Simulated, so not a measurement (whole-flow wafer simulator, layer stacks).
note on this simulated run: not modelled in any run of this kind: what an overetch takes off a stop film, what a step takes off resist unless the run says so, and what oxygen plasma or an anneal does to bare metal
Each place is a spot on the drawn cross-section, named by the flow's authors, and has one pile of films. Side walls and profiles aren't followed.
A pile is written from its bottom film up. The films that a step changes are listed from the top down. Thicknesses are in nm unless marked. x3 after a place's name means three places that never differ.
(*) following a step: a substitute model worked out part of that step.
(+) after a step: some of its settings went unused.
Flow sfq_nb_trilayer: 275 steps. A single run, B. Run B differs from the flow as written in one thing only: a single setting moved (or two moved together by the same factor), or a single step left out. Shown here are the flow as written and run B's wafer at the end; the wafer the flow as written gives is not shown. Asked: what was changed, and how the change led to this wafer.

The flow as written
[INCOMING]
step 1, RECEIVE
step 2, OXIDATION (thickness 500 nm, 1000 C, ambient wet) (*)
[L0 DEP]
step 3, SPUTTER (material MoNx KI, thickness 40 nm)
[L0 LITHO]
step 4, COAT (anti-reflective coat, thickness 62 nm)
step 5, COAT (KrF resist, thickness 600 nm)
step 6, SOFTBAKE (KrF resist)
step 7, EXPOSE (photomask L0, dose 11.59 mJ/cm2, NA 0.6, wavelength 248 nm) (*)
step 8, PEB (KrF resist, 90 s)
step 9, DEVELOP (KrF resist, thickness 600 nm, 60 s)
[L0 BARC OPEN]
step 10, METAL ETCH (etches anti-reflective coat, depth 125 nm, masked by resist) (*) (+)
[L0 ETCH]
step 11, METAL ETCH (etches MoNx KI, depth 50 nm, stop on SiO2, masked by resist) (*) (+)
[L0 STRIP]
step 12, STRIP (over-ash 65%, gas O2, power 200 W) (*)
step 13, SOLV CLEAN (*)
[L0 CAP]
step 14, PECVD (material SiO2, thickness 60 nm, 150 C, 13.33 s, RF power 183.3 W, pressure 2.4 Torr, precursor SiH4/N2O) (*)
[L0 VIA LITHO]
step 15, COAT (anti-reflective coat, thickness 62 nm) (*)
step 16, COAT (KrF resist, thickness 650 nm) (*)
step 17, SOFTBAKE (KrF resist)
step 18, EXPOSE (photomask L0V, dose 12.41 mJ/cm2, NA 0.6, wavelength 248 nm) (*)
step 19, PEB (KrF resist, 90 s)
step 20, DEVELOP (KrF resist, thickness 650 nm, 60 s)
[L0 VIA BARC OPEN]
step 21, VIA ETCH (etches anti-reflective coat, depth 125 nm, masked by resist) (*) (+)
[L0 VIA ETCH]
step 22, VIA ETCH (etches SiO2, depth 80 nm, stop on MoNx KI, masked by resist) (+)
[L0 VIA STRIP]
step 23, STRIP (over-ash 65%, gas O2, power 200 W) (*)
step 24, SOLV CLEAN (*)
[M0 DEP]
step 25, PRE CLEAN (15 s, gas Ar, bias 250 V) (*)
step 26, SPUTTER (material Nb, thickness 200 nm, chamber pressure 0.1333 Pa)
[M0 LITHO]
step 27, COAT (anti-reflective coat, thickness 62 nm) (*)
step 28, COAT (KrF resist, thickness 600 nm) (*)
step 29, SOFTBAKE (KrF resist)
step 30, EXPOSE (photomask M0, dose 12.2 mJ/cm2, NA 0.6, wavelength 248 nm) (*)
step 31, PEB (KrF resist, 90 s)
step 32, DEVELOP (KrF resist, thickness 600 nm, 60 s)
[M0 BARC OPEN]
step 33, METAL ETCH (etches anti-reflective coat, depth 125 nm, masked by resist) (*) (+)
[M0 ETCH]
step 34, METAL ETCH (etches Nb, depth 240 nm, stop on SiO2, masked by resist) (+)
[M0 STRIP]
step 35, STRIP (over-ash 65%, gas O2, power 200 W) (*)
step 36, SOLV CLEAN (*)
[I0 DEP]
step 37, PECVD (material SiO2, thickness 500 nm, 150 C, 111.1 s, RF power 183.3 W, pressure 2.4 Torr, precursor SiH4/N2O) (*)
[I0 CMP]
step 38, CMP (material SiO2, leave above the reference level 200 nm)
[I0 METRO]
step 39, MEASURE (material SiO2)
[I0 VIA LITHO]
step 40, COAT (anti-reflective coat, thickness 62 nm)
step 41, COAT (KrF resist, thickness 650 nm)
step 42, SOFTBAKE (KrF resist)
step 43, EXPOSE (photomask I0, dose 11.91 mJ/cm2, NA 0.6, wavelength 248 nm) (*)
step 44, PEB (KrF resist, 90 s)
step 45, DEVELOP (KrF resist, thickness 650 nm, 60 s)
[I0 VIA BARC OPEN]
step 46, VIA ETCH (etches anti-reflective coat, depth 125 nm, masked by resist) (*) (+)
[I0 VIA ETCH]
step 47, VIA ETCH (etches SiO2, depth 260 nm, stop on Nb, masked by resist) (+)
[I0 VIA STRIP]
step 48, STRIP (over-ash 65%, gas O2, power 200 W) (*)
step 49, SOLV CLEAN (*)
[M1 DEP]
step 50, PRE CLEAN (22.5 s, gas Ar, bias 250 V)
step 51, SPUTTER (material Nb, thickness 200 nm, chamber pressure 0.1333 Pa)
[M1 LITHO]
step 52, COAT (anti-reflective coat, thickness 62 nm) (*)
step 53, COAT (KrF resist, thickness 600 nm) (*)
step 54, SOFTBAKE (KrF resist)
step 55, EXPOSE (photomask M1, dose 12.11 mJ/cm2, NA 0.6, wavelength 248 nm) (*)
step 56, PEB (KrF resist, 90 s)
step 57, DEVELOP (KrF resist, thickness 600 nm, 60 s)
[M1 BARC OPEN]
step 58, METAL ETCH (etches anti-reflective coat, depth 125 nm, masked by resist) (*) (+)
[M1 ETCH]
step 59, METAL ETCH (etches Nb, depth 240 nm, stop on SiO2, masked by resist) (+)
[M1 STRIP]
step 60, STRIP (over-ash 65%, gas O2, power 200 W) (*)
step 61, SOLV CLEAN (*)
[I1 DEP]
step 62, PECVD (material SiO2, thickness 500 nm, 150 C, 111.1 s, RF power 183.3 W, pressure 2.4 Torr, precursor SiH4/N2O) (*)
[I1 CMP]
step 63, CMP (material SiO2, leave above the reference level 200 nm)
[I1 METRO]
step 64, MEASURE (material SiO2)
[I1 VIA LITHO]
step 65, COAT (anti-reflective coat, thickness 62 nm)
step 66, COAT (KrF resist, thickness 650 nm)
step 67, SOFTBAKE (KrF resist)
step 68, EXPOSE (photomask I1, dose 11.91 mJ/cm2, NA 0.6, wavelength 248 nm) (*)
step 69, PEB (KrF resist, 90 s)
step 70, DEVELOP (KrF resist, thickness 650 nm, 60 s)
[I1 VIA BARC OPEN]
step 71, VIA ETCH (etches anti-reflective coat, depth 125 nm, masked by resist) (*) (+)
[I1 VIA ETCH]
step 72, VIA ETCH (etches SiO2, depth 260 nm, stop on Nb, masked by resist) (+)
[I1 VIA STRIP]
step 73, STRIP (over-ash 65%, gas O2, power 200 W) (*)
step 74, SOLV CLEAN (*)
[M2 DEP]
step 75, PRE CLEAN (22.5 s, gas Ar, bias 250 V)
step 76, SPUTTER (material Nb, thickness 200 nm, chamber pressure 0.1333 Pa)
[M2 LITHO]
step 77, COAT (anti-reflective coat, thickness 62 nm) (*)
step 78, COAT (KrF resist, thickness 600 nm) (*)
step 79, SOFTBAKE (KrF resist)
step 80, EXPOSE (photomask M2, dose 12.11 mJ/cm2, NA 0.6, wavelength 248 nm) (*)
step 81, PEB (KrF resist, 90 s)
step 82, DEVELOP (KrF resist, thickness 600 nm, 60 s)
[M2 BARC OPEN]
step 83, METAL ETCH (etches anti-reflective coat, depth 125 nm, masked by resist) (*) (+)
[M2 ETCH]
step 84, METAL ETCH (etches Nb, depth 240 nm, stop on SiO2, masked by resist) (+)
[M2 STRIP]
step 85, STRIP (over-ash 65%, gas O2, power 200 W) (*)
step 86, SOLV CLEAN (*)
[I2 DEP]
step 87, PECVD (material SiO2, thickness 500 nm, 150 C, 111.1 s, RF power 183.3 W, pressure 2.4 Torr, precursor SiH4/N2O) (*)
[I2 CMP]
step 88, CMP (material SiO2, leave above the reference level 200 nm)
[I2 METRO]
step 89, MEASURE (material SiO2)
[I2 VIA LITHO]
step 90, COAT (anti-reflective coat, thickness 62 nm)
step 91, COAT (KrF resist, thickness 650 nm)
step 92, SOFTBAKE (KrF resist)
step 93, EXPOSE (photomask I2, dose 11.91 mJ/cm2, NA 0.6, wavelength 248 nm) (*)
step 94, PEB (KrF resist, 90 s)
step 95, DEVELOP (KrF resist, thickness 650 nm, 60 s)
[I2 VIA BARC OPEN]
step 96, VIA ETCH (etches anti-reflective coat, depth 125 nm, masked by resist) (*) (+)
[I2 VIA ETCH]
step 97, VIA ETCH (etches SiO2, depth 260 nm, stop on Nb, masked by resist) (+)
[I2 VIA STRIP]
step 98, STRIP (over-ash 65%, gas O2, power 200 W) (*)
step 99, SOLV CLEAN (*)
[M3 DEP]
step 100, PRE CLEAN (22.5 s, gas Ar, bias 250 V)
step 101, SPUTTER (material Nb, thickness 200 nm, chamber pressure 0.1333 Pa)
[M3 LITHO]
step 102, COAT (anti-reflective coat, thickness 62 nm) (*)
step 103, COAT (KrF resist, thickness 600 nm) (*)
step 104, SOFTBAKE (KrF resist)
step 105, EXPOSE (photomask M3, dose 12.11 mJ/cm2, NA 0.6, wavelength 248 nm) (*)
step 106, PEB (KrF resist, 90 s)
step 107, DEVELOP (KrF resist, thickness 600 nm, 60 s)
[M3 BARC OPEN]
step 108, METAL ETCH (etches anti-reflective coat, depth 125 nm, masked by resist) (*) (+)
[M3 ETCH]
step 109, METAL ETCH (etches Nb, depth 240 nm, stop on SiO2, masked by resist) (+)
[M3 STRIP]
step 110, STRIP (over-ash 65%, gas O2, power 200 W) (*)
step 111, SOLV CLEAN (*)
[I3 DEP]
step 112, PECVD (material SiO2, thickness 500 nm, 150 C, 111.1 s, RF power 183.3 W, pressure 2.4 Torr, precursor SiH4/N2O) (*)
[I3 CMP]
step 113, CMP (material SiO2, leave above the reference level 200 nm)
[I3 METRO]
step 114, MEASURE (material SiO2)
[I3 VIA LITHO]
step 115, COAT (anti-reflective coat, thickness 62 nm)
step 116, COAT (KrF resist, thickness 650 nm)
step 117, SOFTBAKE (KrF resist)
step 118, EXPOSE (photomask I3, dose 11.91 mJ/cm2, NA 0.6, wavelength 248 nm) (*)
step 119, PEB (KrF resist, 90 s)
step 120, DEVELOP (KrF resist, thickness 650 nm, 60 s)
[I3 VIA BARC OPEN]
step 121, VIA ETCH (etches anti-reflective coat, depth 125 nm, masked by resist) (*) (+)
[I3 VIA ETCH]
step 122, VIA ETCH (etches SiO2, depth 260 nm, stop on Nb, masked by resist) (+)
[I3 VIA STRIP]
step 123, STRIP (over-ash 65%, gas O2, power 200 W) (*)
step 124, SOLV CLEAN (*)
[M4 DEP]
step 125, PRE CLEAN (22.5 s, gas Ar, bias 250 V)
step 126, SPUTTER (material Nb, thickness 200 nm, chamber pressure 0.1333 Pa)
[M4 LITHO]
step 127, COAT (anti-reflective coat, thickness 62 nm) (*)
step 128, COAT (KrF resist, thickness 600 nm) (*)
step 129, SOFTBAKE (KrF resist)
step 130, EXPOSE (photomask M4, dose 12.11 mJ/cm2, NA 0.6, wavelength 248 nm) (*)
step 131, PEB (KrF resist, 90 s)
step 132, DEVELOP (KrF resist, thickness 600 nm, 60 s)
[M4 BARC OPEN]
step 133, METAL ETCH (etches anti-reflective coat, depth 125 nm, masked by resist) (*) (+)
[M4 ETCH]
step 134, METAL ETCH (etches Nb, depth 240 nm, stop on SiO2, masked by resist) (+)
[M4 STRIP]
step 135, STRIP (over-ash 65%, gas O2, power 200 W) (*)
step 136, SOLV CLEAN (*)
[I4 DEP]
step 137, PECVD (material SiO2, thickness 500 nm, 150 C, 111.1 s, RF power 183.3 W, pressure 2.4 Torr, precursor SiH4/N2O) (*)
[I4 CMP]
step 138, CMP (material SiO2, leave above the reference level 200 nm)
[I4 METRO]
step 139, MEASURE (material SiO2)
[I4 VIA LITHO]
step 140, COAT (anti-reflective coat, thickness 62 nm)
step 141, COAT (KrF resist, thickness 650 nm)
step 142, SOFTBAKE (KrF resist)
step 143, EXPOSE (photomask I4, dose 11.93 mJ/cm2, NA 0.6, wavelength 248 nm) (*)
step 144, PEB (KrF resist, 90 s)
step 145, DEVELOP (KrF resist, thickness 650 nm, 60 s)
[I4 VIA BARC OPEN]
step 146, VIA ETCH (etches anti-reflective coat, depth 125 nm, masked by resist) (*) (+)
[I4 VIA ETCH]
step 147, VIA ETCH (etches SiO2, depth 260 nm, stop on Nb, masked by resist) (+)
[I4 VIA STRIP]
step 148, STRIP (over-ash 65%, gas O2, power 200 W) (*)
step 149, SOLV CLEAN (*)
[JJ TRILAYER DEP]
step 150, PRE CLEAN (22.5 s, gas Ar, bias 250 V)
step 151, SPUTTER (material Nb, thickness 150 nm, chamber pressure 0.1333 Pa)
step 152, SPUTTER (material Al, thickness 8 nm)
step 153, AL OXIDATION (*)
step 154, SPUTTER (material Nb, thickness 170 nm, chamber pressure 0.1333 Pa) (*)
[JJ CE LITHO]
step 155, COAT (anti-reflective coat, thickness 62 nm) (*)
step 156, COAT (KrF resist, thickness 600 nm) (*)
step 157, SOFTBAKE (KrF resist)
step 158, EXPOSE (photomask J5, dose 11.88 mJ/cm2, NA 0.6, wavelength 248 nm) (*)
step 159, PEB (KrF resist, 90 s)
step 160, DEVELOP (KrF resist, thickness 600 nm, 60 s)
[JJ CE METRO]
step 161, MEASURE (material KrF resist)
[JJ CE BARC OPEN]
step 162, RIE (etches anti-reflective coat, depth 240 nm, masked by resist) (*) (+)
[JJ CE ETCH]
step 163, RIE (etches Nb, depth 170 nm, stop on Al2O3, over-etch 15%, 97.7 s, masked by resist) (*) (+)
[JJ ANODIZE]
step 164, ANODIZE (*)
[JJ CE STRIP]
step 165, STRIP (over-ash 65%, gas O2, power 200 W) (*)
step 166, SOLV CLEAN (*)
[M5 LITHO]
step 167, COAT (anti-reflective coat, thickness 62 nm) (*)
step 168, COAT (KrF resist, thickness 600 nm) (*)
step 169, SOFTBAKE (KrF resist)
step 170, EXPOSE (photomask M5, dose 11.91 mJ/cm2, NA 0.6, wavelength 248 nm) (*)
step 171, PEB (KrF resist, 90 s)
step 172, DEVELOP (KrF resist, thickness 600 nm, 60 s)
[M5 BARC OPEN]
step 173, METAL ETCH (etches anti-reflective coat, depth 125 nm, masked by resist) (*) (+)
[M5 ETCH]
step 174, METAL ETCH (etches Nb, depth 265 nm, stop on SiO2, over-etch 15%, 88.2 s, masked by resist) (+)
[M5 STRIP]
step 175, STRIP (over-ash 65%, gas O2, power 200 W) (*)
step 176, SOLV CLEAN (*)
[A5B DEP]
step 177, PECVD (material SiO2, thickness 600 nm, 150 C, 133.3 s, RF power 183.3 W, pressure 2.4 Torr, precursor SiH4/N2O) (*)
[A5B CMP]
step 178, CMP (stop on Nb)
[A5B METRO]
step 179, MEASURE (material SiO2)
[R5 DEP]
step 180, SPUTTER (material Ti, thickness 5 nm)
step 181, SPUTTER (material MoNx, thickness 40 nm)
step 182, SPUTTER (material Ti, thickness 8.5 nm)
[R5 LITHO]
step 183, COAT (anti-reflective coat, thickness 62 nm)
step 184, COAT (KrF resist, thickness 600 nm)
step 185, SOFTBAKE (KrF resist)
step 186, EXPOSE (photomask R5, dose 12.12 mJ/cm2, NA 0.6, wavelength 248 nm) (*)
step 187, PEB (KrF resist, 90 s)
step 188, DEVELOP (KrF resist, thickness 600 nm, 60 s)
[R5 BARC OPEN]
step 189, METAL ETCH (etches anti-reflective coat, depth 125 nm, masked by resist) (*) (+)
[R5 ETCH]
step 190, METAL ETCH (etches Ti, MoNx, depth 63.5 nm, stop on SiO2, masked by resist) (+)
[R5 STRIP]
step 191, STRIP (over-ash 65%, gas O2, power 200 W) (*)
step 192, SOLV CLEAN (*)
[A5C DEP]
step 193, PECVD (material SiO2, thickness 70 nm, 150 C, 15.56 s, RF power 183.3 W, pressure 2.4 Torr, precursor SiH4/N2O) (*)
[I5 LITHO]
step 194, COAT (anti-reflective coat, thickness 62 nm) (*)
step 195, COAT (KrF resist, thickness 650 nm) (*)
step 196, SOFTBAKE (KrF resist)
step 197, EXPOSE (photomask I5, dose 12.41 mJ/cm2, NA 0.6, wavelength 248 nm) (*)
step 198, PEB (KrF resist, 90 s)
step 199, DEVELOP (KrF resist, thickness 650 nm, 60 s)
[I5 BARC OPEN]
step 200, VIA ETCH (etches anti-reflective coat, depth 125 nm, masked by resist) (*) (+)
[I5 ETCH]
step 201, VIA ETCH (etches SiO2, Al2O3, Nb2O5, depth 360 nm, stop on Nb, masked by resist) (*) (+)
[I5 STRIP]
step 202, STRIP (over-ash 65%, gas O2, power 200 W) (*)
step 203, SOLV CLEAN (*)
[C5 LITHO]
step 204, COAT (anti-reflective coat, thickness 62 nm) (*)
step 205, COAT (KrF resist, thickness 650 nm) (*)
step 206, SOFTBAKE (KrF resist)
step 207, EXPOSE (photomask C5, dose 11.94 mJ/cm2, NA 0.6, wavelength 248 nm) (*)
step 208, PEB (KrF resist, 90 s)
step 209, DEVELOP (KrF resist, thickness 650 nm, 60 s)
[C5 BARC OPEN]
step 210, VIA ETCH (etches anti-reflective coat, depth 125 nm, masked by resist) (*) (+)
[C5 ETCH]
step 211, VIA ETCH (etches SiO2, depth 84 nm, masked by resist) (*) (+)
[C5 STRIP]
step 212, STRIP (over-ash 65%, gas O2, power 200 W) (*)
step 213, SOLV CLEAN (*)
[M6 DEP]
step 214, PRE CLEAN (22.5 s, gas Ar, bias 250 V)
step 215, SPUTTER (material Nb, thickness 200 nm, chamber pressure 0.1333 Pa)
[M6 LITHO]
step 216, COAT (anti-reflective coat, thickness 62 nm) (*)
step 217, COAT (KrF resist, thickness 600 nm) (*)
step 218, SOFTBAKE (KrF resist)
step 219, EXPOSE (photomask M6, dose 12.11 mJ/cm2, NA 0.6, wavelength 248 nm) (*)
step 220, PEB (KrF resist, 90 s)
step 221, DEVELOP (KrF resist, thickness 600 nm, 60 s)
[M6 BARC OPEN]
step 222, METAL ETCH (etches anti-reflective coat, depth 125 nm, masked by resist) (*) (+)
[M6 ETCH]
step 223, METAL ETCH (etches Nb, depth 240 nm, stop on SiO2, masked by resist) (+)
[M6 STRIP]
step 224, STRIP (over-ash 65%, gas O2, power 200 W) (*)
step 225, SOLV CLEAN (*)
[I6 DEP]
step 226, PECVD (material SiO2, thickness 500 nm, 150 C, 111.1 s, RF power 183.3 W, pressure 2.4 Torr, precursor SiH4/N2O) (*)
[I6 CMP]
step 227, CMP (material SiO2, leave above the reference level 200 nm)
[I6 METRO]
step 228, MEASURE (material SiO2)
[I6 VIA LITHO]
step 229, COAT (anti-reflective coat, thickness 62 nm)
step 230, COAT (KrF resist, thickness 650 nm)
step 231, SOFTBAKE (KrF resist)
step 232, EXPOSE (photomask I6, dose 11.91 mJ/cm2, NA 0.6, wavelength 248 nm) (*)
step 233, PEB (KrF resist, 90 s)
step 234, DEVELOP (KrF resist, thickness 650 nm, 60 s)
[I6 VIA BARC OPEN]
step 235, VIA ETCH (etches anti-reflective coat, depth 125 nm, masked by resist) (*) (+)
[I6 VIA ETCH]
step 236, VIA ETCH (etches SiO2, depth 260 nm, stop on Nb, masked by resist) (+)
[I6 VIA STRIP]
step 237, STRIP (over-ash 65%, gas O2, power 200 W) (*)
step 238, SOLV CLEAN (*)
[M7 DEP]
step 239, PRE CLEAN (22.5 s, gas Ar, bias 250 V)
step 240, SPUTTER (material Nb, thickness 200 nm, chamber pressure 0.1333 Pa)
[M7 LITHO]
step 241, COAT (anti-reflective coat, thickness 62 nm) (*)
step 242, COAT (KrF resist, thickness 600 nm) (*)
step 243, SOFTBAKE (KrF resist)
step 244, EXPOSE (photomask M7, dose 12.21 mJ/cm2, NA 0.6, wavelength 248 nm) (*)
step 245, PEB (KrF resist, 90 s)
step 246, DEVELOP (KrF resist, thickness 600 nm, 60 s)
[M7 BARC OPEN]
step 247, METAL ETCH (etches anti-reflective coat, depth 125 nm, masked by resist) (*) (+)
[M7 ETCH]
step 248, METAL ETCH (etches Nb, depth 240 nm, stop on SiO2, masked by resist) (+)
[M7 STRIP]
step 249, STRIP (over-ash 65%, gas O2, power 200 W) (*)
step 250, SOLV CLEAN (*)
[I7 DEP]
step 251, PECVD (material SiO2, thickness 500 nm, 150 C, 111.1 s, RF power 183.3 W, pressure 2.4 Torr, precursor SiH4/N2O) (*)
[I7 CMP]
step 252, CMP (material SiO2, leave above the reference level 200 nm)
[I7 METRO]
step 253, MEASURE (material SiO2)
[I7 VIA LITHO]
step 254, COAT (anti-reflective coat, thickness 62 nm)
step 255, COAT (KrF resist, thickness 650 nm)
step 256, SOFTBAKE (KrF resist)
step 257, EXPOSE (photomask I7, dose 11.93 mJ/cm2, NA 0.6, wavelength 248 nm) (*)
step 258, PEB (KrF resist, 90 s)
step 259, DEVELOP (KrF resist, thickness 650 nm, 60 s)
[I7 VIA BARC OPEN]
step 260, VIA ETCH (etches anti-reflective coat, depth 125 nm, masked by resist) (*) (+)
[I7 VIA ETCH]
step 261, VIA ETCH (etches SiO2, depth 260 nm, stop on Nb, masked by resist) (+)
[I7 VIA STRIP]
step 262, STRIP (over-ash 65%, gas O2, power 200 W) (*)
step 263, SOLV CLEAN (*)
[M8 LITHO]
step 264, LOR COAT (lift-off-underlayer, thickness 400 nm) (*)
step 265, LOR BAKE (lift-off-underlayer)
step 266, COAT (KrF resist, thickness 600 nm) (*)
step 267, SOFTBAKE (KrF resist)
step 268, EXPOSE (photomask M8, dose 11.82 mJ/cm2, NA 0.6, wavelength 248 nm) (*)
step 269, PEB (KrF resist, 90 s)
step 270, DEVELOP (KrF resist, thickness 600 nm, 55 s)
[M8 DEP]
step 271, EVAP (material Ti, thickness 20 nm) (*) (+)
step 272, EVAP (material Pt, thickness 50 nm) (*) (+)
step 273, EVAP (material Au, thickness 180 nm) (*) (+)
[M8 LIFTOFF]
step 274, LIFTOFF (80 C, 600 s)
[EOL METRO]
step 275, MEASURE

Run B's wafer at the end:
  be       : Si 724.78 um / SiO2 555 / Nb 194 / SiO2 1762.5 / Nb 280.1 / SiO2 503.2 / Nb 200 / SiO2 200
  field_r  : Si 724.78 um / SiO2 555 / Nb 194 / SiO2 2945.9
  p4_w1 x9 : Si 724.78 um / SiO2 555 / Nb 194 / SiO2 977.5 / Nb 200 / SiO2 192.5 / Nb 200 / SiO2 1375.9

What caused this: step 26, SPUTTER: thickness 194 nm was run, while the flow as written has thickness 200 nm.
The wafer itself shows it: be has Nb 194, and step 26 as written asks for 200 nm.

The path from the change to this, step by step:
  step 26, SPUTTER (material Nb, thickness 200 nm, chamber pressure 0.1333 Pa)
      field_l, v_sur, via_wl and 102 more: +194 Nb (new film) (in the flow as written it would be: +200 Nb (new film))
      l0v: +189.7 Nb (new film) (in the flow as written it would be: +195.7 Nb (new film))
  step 34, METAL ETCH (etches Nb, depth 240 nm, stop on SiO2, masked by resist) (+)
      moat, m0r_space_l x2: -194 Nb (all of it) (in the flow as written it would be: -200 Nb (all of it))
